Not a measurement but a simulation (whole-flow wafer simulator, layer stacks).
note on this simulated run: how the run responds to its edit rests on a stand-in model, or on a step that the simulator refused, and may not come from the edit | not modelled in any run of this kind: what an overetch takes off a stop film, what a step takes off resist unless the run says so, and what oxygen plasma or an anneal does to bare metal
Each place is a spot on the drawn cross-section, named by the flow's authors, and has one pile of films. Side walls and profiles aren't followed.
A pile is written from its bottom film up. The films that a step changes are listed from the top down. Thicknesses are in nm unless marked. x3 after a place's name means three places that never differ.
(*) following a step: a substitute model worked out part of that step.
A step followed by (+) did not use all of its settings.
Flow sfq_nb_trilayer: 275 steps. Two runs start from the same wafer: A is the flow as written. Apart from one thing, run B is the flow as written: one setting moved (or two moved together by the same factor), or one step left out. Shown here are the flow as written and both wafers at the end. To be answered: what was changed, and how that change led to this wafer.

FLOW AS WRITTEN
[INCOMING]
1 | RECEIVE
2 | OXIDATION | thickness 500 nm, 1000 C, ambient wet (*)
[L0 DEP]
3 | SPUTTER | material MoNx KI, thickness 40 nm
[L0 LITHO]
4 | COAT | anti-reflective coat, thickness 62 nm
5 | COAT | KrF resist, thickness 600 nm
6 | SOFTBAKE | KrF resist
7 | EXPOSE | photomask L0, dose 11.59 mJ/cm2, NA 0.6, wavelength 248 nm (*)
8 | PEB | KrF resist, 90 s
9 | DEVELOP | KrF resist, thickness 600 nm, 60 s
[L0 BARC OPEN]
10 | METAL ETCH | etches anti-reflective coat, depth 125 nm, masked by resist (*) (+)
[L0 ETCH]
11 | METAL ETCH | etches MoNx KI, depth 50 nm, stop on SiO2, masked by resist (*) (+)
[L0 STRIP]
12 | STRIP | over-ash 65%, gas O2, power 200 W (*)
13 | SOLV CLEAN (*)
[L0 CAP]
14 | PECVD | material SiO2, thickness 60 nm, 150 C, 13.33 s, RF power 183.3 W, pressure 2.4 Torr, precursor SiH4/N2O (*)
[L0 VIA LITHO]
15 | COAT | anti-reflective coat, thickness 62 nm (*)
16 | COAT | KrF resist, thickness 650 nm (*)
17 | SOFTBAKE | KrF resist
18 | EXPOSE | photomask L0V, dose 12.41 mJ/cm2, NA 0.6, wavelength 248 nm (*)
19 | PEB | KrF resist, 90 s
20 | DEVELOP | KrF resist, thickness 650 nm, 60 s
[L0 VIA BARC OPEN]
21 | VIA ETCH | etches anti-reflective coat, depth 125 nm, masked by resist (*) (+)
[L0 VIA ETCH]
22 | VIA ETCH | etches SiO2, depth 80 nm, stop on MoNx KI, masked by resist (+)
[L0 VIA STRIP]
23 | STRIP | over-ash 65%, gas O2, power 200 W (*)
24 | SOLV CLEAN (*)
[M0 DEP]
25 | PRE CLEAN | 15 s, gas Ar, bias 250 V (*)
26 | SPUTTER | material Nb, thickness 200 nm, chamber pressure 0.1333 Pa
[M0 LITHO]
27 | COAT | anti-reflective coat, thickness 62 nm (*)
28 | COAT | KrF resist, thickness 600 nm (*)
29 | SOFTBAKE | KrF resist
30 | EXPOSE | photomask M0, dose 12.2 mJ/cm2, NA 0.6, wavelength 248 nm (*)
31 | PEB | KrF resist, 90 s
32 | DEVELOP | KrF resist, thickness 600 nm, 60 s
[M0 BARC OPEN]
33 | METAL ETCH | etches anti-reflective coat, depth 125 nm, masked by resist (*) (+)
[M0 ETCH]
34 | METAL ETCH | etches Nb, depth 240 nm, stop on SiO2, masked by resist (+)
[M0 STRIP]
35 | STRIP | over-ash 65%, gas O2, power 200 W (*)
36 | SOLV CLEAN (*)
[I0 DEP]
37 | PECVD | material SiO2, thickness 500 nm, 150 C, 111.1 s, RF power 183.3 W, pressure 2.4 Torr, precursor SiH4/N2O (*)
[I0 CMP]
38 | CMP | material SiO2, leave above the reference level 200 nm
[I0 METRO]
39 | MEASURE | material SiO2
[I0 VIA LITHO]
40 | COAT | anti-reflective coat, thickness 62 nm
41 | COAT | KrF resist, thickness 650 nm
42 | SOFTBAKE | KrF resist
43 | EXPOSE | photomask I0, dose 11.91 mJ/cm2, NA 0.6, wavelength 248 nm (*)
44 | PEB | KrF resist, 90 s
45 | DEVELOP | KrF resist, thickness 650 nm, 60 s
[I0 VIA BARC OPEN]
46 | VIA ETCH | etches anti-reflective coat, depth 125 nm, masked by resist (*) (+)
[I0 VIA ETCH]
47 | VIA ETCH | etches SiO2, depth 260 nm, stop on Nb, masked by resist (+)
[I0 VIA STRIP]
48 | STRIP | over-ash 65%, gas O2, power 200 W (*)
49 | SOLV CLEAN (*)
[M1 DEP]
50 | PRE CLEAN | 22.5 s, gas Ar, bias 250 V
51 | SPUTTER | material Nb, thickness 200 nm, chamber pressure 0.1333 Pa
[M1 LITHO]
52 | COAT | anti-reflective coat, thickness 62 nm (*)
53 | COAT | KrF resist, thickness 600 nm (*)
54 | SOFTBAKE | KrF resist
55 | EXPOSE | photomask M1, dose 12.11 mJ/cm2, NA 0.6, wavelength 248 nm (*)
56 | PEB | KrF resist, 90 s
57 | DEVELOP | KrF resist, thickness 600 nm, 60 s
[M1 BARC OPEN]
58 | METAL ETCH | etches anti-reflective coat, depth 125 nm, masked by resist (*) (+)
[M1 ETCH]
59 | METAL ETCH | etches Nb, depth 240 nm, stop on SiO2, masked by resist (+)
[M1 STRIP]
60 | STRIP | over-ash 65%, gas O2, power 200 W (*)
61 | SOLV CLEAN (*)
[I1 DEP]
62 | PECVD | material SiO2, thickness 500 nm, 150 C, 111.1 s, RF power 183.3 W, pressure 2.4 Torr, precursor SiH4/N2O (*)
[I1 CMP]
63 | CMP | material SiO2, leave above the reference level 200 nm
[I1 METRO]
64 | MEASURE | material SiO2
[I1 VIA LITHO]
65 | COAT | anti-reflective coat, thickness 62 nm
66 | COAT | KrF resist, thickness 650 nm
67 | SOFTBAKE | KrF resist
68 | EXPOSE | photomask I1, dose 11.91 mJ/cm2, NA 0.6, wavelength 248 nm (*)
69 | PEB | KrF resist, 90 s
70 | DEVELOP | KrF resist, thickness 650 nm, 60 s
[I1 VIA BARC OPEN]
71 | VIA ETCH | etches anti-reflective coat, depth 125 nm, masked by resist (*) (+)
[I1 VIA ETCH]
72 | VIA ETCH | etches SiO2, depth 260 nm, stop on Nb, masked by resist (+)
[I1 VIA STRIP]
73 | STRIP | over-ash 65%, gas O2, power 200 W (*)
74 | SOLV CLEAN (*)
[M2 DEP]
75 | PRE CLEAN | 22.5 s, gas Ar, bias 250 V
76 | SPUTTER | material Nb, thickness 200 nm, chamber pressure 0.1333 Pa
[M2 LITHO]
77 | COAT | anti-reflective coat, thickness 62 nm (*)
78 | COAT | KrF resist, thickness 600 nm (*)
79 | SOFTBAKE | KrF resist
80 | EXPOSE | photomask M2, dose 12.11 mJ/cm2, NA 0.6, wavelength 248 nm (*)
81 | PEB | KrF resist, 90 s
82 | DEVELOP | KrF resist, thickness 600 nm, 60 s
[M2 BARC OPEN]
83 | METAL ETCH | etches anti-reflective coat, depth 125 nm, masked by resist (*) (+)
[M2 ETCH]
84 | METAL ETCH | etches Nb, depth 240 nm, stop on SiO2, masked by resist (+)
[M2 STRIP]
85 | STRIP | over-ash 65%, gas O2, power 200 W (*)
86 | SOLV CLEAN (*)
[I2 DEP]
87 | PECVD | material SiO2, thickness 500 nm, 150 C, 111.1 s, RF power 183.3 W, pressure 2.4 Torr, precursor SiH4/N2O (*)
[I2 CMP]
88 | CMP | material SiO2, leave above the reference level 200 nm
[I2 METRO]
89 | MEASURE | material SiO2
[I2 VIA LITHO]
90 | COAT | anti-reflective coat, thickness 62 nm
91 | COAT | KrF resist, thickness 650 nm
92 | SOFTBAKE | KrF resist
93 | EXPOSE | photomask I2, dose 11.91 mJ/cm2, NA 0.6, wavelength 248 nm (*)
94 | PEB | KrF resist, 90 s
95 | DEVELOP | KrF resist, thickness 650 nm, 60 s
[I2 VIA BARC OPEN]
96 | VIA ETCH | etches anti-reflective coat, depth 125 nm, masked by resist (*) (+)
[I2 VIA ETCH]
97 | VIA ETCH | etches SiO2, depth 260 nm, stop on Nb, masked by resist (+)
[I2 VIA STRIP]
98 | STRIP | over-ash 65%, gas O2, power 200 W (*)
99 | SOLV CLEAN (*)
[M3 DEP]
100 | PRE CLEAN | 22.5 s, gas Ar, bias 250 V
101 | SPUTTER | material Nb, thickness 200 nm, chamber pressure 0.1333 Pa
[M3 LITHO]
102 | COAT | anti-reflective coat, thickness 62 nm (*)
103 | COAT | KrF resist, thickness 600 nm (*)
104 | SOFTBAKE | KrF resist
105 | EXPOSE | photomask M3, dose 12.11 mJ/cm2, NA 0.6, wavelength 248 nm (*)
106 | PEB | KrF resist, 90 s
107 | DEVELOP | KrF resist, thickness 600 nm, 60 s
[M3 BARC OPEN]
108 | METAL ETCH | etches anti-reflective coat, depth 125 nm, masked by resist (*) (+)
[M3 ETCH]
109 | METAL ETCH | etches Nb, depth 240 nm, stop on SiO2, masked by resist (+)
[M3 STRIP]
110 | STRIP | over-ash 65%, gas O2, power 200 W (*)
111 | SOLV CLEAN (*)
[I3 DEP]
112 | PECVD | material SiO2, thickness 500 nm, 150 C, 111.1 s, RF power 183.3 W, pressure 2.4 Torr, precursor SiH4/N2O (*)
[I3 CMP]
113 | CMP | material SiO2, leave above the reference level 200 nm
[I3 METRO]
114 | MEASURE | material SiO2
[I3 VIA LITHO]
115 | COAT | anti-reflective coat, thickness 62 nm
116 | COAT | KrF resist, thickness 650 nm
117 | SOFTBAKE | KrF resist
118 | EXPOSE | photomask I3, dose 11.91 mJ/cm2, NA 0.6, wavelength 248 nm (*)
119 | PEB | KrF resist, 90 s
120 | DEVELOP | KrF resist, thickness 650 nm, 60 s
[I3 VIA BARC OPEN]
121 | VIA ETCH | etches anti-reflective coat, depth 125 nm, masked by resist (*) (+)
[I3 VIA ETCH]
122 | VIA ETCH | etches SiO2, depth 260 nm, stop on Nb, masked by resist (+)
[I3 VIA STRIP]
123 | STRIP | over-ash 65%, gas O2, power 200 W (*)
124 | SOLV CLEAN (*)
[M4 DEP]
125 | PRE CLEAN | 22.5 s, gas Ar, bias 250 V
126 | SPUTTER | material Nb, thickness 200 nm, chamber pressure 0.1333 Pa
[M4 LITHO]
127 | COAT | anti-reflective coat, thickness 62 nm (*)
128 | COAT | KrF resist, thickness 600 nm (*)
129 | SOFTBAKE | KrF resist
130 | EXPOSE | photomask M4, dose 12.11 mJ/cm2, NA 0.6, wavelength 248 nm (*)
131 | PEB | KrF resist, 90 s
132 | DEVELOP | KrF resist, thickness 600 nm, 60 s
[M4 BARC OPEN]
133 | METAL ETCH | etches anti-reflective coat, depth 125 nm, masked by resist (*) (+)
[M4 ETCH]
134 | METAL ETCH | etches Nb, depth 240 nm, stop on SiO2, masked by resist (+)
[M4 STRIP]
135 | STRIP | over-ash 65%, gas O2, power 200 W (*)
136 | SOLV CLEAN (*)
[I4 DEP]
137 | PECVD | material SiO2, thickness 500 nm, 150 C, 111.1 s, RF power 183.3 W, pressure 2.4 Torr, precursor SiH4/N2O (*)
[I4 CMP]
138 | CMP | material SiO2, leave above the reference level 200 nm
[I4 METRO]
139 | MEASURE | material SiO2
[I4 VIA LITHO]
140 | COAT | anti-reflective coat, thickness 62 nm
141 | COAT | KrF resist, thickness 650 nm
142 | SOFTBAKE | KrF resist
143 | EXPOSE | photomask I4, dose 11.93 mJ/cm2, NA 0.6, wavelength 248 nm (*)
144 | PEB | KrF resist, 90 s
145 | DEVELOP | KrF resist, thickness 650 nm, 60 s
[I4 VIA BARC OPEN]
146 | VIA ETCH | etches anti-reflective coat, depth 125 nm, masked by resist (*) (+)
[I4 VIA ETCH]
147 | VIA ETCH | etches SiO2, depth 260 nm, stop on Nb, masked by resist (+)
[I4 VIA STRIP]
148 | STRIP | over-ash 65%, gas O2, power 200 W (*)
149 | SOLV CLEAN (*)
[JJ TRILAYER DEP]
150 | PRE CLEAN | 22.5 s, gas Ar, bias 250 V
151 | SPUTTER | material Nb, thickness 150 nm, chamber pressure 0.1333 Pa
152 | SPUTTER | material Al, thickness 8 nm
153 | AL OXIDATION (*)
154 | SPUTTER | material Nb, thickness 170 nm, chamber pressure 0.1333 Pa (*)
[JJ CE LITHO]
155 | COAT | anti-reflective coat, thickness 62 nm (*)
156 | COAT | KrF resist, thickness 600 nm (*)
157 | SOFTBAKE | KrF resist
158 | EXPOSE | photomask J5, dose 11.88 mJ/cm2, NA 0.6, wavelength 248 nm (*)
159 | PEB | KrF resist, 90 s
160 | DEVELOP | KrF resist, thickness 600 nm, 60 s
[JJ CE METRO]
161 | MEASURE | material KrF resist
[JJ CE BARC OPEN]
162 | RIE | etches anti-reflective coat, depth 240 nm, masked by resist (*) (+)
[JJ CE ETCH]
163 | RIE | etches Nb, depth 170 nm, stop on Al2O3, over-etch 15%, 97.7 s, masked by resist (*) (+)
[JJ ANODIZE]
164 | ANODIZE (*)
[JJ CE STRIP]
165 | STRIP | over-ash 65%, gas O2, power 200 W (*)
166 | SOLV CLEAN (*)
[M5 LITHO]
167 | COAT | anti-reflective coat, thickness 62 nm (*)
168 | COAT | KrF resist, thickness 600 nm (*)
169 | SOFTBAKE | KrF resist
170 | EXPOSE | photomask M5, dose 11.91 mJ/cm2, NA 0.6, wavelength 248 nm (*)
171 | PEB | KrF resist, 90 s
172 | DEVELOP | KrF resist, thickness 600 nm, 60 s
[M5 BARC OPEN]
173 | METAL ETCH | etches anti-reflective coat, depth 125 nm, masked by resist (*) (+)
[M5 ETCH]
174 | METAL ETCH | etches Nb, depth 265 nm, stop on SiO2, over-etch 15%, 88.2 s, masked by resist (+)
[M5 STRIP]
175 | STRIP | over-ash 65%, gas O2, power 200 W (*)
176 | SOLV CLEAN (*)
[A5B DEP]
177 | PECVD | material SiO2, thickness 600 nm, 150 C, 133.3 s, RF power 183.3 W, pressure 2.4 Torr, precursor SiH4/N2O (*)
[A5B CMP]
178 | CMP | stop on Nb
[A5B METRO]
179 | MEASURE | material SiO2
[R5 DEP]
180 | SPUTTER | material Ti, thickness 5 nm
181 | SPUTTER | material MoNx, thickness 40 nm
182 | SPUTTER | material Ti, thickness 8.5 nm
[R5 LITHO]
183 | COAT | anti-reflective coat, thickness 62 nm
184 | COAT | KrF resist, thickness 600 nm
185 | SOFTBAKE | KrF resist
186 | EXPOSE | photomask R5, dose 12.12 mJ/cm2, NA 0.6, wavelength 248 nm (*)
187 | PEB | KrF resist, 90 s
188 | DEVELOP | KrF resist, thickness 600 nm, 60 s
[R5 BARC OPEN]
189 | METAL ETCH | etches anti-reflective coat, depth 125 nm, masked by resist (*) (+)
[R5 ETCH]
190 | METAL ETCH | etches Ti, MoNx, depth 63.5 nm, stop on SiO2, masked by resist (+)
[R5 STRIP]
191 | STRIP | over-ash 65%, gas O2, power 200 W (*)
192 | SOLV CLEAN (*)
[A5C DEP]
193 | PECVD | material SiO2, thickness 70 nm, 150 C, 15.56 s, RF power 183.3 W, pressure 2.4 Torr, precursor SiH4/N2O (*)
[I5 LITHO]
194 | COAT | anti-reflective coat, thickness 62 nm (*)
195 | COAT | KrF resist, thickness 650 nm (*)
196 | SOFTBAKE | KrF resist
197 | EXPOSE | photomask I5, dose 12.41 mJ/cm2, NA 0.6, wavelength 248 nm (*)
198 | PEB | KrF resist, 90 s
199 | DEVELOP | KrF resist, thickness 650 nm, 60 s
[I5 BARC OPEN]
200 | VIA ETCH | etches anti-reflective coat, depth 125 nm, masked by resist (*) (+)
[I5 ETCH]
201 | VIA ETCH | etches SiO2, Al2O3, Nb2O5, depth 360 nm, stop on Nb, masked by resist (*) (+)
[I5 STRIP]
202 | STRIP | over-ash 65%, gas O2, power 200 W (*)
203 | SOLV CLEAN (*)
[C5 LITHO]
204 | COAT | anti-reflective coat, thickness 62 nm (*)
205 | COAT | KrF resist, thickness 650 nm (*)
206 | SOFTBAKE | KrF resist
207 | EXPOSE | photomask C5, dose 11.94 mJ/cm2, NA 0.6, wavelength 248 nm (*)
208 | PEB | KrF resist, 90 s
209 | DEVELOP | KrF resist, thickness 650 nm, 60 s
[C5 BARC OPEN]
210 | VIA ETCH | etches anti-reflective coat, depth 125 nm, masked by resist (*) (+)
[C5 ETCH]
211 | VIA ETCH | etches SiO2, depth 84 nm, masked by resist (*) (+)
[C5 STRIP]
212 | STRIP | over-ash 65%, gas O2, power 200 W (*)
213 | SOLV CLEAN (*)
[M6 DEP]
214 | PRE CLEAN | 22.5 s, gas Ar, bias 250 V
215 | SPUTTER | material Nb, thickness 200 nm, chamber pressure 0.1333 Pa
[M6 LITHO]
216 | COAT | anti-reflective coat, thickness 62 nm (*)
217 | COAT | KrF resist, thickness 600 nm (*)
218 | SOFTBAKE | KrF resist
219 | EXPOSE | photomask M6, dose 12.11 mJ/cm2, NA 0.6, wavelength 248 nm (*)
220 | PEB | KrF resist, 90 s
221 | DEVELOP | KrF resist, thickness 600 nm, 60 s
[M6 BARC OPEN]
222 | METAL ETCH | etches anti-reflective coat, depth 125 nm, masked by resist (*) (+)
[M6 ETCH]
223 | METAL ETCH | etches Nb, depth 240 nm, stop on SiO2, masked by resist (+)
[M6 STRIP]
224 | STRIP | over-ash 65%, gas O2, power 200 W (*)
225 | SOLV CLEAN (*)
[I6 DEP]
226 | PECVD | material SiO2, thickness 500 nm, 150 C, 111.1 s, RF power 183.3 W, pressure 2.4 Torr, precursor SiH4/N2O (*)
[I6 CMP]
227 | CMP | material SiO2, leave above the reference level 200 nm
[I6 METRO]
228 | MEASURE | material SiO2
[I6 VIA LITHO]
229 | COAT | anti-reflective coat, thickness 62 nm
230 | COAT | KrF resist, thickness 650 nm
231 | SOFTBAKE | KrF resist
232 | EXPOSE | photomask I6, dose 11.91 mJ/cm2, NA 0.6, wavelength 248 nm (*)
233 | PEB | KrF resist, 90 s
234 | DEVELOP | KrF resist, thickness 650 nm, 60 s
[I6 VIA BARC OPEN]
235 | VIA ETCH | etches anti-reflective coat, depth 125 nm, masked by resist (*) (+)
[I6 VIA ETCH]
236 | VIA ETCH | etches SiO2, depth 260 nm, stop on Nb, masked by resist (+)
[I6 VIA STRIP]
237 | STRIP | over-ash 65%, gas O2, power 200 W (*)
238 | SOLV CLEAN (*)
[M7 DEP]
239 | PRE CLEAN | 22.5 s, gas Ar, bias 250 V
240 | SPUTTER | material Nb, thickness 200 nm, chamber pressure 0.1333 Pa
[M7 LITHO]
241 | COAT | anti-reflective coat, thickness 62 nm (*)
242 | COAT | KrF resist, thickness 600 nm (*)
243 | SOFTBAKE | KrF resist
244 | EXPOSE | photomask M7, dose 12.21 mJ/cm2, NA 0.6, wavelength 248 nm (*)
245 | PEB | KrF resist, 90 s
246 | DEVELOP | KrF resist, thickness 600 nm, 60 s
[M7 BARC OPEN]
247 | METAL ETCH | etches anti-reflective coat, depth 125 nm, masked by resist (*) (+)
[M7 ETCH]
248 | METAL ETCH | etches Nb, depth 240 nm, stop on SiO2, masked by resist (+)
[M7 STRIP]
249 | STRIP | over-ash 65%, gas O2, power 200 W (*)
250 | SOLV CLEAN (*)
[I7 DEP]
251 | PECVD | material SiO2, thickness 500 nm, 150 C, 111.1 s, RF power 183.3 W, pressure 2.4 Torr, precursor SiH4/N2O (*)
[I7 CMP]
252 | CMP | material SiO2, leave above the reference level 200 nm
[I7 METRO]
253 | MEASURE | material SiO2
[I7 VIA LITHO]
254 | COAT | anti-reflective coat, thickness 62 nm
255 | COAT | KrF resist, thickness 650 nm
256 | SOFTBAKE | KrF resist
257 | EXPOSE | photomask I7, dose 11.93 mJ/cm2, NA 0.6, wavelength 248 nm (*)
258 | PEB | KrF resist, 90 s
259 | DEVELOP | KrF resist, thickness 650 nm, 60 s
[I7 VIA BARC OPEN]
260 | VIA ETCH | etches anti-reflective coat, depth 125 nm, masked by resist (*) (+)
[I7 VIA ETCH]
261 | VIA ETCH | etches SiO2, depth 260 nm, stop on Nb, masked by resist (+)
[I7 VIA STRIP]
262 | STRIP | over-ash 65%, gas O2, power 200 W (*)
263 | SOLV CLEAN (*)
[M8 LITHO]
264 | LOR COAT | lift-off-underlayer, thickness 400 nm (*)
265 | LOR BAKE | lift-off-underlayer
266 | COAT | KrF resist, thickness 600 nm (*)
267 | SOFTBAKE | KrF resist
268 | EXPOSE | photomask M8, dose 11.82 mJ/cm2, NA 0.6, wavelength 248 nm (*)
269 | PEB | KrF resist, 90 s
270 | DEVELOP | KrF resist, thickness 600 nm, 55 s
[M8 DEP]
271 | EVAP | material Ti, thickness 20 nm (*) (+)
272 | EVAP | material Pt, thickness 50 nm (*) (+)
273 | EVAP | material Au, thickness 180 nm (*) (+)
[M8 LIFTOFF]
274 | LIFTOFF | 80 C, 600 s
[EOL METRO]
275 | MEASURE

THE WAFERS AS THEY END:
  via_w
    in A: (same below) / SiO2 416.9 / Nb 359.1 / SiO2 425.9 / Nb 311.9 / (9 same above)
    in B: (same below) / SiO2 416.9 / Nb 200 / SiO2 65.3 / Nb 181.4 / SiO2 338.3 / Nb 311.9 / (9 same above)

The reason: step 97, VIA ETCH: depth 127 nm was run, while the flow as written has depth 260 nm.

The path from the change to this, step by step:
  97 | VIA ETCH | etches SiO2, depth 260 nm, stop on Nb, masked by resist (+)
      via_w: A SiO2 loses 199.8 (all of it) | B SiO2 loses 127
      field_l, v_sur, via_wl and 102 more: A KrF resist loses 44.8 | B KrF resist loses 21.9
  98 | STRIP | over-ash 65%, gas O2, power 200 W (*)
      field_l, v_sur, via_wl and 102 more: A KrF resist loses 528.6 (all of it), anti-reflective coat loses 62 (all of it) | B KrF resist loses 551.5 (all of it), anti-reflective coat loses 62 (all of it)
  100 | PRE CLEAN | 22.5 s, gas Ar, bias 250 V
      via_w: A Nb loses 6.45 | B SiO2 loses 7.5
  101 | SPUTTER | material Nb, thickness 200 nm, chamber pressure 0.1333 Pa
      via_w: A Nb gains 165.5 | B Nb gains 181.4 (new film)
  102 | COAT | anti-reflective coat, thickness 62 nm (*)
      via_wl, via_wr: A anti-reflective coat gains 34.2 (new film) | B anti-reflective coat gains 36.6 (new film)
      via_w: A anti-reflective coat gains 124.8 (new film) | B anti-reflective coat gains 108.3 (new film)
  103 | COAT | KrF resist, thickness 600 nm (*)
      via_w: A KrF resist gains 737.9 (new film) | B KrF resist gains 678.4 (new film)
  110 | STRIP | over-ash 65%, gas O2, power 200 W (*)
      via_wl, via_wr: A KrF resist loses 384.2 (all of it), anti-reflective coat loses 34.2 (all of it) | B KrF resist loses 390.9 (all of it), anti-reflective coat loses 36.6 (all of it)
      via_w: A KrF resist loses 520 (all of it), anti-reflective coat loses 124.8 (all of it) | B KrF resist loses 460.6 (all of it), anti-reflective coat loses 108.3 (all of it)
  112 | PECVD | material SiO2, thickness 500 nm, 150 C, 111.1 s, RF power 183.3 W, pressure 2.4 Torr, precursor SiH4/N2O (*)
      via_w: A SiO2 gains 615 (new film) | B SiO2 gains 502.8 (new film)
  113 | CMP | material SiO2, leave above the reference level 200 nm
      via_w: A SiO2 loses 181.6 | B SiO2 loses 157.1
If metal films that touch count as one body, via_w has 6 bodies (between them, from the top down: SiO2 192.5; SiO2 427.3 / Al2O3 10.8 / Nb2O5 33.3; SiO2 338.3; SiO2 65.3; SiO2 416.9); the flow as written gives 5 bodies (between them, from the top down: SiO2 192.5; SiO2 427.3 / Al2O3 10.8 / Nb2O5 33.3; SiO2 425.9; SiO2 416.9).
